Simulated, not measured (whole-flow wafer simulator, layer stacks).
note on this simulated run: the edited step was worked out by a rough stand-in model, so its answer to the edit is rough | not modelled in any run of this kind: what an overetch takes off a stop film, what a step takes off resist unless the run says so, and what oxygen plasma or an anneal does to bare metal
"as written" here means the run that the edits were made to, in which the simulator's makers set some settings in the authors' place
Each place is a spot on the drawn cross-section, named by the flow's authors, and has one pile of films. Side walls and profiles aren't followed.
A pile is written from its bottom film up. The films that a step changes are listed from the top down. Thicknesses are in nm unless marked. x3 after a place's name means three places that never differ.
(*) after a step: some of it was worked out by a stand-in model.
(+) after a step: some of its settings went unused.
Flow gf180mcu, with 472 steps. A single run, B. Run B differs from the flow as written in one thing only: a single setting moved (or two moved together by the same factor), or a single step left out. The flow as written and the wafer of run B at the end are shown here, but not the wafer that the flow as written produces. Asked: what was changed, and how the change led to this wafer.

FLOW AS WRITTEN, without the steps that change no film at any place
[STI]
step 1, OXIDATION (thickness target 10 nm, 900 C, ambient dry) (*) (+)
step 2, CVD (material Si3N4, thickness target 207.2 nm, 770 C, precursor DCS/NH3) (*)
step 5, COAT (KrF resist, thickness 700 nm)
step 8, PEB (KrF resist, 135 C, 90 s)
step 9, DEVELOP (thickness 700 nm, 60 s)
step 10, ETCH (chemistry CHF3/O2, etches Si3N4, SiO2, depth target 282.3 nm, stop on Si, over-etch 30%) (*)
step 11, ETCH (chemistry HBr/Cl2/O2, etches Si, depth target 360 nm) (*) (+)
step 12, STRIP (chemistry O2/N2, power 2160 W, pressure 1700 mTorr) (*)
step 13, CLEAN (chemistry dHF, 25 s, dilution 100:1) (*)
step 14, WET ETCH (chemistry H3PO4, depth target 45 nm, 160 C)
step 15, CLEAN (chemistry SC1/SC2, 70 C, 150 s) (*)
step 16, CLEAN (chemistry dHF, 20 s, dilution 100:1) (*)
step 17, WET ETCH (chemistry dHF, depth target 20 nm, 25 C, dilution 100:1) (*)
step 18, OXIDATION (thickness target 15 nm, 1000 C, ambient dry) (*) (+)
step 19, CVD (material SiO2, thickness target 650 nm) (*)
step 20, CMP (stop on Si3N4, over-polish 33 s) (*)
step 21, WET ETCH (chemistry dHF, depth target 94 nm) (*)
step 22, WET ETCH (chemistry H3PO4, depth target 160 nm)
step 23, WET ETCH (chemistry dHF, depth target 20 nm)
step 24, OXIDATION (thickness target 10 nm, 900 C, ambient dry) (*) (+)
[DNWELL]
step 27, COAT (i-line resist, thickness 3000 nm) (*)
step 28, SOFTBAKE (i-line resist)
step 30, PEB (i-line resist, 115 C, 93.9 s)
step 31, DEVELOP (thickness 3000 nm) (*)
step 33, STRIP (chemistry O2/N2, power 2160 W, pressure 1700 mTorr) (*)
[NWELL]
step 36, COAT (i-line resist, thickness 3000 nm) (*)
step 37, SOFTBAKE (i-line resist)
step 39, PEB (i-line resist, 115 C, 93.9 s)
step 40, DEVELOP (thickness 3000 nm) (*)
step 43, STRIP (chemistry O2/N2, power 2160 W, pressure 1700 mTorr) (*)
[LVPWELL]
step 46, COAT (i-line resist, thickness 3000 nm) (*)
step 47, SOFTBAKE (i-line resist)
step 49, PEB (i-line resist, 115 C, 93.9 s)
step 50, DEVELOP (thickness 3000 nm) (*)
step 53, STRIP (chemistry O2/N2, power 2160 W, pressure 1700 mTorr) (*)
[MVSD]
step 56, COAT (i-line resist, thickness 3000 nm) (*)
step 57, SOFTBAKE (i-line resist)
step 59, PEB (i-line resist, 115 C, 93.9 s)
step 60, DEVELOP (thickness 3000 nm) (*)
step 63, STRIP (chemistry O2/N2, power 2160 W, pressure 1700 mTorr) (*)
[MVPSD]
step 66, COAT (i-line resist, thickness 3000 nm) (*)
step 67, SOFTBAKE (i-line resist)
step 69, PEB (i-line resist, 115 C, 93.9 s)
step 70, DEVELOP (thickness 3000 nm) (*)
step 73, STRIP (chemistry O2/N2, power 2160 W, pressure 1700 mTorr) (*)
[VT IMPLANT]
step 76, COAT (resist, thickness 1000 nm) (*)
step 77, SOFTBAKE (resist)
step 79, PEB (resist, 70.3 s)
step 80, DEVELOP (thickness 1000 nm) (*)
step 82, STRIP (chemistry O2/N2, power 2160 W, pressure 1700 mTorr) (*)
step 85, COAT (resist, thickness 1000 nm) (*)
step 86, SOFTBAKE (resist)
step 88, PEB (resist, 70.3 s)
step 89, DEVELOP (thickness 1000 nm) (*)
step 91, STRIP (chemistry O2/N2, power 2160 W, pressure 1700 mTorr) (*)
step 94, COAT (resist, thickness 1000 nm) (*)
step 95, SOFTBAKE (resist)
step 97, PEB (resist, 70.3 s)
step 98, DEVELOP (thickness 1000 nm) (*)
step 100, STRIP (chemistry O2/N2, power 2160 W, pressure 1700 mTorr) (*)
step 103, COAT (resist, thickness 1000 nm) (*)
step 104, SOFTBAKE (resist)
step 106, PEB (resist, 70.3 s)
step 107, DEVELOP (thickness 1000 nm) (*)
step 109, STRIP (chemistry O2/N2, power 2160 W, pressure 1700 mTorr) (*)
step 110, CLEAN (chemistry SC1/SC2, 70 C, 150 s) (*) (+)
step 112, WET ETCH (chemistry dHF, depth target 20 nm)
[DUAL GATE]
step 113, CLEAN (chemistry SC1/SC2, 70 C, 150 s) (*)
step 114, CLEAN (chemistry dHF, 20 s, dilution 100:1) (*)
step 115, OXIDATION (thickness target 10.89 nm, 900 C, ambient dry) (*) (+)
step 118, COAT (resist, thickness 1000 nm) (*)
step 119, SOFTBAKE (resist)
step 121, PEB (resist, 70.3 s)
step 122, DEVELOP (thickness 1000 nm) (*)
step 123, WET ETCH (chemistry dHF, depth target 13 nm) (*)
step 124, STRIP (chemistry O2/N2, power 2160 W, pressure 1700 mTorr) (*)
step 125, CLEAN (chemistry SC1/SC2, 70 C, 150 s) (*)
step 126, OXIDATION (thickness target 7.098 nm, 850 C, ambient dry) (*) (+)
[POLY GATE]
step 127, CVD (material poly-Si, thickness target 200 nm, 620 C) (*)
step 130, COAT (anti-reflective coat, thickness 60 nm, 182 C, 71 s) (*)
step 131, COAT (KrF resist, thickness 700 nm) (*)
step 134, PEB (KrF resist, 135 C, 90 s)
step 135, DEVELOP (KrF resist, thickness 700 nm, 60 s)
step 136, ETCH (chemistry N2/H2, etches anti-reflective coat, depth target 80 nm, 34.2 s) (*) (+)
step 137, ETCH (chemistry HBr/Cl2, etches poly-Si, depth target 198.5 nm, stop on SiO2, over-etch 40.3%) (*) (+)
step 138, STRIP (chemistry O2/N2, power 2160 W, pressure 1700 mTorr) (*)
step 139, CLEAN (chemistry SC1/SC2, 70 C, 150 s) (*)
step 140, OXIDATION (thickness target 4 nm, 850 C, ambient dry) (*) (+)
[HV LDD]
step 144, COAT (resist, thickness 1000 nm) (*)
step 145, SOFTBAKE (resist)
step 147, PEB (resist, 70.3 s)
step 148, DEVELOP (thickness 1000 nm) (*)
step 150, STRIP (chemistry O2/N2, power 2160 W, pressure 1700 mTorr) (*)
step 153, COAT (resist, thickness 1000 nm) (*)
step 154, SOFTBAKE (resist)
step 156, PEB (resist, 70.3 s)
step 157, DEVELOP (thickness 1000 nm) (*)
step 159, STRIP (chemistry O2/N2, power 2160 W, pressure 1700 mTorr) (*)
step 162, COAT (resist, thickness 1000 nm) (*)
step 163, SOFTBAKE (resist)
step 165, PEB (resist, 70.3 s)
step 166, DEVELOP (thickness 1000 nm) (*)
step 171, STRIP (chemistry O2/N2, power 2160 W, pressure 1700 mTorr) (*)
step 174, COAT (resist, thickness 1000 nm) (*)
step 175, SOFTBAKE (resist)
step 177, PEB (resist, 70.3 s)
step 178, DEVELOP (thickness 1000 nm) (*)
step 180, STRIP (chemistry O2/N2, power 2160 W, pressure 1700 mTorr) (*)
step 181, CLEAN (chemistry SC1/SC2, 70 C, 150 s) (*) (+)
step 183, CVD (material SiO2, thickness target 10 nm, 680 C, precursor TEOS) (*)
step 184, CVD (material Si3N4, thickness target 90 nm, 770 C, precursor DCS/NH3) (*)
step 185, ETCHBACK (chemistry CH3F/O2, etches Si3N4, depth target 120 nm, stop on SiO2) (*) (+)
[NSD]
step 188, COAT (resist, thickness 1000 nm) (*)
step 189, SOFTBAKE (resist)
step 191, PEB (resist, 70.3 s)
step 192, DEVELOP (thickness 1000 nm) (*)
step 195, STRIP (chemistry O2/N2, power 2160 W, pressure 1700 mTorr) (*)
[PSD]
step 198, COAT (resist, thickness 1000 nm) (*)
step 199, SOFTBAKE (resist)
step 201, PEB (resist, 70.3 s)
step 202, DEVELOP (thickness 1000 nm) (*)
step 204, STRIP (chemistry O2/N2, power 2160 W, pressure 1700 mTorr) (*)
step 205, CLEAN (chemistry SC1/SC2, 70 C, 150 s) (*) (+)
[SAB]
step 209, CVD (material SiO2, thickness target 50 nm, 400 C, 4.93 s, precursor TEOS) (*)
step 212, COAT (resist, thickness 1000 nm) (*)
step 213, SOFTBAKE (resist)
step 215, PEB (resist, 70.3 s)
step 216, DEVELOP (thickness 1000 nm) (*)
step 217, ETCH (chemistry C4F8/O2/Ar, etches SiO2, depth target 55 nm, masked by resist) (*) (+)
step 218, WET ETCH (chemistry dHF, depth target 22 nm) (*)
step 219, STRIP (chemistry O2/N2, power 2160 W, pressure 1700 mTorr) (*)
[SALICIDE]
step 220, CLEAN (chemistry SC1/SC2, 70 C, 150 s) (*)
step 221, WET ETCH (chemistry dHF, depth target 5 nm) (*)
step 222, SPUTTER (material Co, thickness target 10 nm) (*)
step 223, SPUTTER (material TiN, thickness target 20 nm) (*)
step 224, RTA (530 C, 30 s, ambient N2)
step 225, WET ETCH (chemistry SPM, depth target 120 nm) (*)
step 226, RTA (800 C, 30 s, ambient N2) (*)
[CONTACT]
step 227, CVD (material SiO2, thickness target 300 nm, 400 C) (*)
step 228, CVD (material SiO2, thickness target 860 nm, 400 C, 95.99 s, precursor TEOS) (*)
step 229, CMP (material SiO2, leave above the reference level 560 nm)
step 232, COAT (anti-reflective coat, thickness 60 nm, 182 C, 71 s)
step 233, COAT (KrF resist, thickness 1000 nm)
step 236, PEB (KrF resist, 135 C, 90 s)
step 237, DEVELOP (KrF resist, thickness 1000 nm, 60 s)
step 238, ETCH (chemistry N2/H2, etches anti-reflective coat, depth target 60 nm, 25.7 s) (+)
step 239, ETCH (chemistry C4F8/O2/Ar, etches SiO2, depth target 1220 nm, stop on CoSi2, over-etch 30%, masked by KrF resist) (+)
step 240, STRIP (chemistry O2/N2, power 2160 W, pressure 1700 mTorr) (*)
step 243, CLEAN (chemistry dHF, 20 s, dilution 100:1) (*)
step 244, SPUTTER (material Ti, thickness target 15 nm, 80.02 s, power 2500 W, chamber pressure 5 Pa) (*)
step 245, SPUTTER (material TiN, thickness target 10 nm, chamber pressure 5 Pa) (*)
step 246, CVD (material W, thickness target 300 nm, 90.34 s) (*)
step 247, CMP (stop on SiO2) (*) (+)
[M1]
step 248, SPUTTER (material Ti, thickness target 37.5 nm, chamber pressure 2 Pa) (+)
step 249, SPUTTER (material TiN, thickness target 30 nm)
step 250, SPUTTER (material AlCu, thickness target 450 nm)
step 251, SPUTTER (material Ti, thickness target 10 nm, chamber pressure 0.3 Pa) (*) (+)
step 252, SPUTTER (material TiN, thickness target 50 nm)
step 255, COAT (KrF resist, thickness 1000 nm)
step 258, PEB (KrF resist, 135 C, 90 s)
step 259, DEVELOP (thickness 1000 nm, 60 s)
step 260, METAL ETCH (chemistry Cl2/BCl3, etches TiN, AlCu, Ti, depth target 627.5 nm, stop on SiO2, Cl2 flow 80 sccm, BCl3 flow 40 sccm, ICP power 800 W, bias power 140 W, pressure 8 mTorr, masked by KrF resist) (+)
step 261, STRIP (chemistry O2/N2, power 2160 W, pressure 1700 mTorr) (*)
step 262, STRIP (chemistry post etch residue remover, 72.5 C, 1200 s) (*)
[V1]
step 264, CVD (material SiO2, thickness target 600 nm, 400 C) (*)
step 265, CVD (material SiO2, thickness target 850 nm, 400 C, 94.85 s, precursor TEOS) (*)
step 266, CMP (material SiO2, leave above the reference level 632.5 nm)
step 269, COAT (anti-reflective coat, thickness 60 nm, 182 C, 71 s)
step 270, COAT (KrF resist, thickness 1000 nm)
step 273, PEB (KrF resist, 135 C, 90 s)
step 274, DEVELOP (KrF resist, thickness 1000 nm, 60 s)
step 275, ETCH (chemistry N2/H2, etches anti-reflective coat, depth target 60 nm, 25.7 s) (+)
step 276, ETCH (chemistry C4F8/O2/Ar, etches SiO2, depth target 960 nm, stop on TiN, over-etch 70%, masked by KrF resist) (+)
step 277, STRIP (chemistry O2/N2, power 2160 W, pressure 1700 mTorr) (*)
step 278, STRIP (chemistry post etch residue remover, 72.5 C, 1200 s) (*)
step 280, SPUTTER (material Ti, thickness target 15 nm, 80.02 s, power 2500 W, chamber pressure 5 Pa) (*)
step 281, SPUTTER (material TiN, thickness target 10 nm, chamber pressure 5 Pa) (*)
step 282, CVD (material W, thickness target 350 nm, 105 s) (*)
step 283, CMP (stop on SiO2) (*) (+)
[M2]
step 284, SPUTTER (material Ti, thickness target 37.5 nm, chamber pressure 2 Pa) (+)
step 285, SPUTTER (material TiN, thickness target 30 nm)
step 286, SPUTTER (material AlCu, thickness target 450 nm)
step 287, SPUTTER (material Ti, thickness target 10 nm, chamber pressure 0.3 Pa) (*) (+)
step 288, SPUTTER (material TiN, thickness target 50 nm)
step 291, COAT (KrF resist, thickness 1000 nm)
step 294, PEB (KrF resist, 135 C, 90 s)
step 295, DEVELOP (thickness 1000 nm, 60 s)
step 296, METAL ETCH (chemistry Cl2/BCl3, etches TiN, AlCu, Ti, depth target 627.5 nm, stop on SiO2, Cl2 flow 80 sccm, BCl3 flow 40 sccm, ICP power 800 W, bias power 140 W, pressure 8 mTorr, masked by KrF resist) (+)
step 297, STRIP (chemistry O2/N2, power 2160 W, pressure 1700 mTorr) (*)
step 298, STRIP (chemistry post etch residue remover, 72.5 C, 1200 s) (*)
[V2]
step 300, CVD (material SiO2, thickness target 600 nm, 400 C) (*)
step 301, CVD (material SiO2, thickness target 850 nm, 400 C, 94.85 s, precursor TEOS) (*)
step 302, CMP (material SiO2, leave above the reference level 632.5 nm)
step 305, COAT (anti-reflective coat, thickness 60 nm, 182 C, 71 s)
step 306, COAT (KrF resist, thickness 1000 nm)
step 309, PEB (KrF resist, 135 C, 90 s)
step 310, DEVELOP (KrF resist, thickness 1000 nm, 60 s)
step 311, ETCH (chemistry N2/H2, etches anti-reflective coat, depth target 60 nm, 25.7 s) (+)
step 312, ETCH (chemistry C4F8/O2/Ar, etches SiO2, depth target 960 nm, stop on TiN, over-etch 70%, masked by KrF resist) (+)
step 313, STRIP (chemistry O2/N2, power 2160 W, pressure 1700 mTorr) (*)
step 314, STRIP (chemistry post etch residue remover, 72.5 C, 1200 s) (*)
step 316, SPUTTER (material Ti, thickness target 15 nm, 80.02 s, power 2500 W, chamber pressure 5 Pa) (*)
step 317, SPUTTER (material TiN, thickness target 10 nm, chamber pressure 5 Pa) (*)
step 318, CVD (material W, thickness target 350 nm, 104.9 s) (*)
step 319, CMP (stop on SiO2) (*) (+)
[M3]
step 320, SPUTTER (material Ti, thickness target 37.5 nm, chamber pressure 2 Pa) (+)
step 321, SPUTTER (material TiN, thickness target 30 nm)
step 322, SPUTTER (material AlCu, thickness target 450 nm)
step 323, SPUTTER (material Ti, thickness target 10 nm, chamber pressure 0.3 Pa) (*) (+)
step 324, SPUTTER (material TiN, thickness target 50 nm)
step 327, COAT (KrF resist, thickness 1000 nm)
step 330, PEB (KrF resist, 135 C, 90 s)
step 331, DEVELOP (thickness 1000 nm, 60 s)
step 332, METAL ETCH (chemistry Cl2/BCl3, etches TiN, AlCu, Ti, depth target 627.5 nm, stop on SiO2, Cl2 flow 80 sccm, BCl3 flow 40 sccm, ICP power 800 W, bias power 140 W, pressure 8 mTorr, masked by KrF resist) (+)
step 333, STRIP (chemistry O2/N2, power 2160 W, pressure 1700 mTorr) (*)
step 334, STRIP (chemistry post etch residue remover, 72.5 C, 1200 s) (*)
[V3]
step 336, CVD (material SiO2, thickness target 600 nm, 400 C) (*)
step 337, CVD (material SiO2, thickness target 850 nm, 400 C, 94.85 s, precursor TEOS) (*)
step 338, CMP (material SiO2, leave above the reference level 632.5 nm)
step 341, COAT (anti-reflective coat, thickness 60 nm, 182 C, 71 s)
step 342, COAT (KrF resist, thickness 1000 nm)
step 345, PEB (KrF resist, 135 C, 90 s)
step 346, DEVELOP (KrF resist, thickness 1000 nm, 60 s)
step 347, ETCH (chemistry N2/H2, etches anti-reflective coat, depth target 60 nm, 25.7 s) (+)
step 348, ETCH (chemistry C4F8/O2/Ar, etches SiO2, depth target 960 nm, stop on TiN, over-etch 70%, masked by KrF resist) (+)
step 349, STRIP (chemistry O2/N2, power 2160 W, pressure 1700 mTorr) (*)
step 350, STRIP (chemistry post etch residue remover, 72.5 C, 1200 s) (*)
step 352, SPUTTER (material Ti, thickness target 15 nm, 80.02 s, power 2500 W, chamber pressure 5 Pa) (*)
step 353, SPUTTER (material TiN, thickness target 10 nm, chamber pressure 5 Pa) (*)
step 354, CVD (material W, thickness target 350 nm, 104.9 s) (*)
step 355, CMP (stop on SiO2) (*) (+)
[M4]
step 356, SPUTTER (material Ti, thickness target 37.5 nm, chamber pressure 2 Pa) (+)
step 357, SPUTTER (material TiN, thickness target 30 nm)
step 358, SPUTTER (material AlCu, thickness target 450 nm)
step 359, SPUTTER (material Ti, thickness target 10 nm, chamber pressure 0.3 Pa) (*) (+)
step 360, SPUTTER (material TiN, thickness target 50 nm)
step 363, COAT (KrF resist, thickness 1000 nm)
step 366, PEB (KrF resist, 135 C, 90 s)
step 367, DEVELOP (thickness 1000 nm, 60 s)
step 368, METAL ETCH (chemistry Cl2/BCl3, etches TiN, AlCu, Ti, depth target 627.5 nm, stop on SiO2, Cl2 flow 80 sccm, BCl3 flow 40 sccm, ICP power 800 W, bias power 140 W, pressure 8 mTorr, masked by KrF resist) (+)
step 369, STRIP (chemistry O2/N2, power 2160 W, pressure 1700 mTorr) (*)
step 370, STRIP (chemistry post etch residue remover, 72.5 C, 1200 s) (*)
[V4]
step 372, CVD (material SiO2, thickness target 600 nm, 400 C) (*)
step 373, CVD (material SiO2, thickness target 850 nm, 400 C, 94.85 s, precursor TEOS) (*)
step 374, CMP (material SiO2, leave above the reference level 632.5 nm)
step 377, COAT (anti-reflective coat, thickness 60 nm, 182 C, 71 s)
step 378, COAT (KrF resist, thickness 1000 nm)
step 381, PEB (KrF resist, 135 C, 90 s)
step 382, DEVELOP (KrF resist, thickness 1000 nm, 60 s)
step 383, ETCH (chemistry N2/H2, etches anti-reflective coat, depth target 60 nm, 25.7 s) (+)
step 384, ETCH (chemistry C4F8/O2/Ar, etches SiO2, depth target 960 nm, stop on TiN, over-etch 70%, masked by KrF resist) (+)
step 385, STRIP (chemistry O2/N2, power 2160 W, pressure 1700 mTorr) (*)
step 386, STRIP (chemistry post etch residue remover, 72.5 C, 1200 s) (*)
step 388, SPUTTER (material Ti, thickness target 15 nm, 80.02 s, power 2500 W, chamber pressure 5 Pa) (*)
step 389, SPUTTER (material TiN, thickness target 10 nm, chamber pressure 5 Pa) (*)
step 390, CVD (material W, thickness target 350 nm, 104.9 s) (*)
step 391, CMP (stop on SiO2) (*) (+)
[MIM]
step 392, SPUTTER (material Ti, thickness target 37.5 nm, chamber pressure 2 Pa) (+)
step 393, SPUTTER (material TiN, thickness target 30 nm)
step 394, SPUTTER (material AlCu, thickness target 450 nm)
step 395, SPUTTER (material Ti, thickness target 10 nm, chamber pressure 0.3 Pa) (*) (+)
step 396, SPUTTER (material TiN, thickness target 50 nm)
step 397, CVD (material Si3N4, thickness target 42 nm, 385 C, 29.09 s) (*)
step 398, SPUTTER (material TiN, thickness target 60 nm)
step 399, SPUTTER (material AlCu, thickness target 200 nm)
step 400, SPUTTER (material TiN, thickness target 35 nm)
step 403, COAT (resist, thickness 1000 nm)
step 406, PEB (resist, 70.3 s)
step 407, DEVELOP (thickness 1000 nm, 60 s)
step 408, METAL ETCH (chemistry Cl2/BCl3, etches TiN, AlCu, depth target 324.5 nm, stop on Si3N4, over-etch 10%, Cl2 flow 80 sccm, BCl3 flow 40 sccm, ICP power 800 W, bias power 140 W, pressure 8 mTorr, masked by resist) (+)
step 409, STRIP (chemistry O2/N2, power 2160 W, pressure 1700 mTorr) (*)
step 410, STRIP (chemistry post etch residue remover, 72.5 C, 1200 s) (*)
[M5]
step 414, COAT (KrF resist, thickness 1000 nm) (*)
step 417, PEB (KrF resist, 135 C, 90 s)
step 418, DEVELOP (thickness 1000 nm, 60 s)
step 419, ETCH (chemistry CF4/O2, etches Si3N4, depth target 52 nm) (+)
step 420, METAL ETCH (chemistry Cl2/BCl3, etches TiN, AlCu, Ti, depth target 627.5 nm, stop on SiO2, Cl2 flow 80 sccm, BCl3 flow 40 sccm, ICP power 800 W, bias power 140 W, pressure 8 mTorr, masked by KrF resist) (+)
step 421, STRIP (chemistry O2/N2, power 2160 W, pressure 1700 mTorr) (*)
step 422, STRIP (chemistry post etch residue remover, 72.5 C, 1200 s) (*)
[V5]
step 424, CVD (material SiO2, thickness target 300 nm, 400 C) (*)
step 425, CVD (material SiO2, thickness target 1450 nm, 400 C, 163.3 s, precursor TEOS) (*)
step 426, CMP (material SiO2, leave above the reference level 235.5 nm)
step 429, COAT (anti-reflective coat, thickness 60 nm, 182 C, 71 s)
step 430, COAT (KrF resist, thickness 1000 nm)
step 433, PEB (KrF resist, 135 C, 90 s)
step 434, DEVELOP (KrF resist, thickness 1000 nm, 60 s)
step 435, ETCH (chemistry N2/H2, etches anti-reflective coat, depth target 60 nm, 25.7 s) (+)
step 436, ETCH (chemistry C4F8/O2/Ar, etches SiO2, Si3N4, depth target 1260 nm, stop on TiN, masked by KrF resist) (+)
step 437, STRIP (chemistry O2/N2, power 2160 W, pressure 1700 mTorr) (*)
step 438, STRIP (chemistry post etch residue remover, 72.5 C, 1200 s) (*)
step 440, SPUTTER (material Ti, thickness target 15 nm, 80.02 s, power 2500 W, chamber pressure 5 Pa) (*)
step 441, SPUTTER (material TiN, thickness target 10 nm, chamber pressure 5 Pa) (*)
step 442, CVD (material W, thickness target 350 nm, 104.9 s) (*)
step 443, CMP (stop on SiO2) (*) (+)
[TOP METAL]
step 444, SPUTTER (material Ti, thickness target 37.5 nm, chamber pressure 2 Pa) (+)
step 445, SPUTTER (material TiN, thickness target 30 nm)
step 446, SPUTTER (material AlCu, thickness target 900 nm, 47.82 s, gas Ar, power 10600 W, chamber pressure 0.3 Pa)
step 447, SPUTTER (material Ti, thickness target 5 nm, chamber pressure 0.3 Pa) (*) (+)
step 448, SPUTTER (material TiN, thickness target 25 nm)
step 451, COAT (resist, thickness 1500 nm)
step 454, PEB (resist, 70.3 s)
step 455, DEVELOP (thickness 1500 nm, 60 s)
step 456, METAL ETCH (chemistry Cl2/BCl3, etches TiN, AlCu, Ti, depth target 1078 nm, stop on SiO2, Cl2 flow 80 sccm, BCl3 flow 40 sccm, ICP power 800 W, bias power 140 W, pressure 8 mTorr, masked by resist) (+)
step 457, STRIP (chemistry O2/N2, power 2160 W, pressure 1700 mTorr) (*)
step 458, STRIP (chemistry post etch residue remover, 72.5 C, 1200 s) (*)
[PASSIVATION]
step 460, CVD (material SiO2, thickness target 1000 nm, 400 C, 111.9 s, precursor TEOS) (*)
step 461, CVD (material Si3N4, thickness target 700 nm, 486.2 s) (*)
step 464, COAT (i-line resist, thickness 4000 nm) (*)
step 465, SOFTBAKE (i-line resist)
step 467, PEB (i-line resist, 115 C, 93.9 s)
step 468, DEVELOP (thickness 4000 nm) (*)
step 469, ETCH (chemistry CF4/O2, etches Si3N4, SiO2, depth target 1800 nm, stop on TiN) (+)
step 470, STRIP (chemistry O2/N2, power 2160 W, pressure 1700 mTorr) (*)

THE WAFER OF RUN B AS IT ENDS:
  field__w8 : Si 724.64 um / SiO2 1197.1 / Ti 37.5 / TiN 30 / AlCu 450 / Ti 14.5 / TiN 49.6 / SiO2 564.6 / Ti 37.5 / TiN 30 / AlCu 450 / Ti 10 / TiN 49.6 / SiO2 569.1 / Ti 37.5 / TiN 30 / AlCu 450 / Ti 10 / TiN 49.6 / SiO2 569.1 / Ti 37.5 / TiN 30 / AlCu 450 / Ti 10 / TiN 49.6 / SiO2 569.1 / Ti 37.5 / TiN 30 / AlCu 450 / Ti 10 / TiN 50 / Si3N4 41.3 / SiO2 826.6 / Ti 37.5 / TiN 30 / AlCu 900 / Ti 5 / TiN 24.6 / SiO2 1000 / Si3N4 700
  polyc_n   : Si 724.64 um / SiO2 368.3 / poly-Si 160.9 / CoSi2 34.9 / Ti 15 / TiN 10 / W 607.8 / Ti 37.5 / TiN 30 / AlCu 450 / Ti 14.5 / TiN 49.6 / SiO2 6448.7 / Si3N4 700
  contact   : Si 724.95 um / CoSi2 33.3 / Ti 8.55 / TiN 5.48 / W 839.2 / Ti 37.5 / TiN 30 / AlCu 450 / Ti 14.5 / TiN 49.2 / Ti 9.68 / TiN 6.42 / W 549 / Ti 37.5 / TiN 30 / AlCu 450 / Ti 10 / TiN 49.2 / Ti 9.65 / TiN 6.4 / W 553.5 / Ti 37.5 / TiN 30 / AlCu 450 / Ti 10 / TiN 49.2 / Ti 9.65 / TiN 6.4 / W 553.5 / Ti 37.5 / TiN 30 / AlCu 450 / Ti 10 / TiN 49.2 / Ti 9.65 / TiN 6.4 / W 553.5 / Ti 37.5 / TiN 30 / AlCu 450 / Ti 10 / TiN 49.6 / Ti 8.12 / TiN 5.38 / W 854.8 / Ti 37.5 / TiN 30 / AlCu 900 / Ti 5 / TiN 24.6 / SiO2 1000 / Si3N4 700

What caused this: step 251, SPUTTER: thickness target 14.5 nm was run, though the flow has thickness target 10 nm.
The wafer itself shows it: field__w8 has Ti 14.5, and step 251 as written asks for 10 nm.

Step by step, how the change led to this:
  step 251, SPUTTER (material Ti, thickness target 10 nm, chamber pressure 0.3 Pa) (*) (+)
      field, field__w1, field__w2 and 108 more: Ti gains 14.5 (new film) (in the flow as written it would be: Ti gains 10 (new film))
  step 260, METAL ETCH (chemistry Cl2/BCl3, etches TiN, AlCu, Ti, depth target 627.5 nm, stop on SiO2, Cl2 flow 80 sccm, BCl3 flow 40 sccm, ICP power 800 W, bias power 140 W, pressure 8 mTorr, masked by KrF resist) (+)
      field, field__w1, field__w2 and 99 more: TiN loses 50 (all of it), Ti loses 14.5 (all of it), AlCu loses 450 (all of it), TiN loses 30 (all of it), Ti loses 37.5 (all of it) (in the flow as written it would be: TiN loses 50 (all of it), Ti loses 10 (all of it), AlCu loses 450 (all of it), TiN loses 30 (all of it), Ti loses 37.5 (all of it))
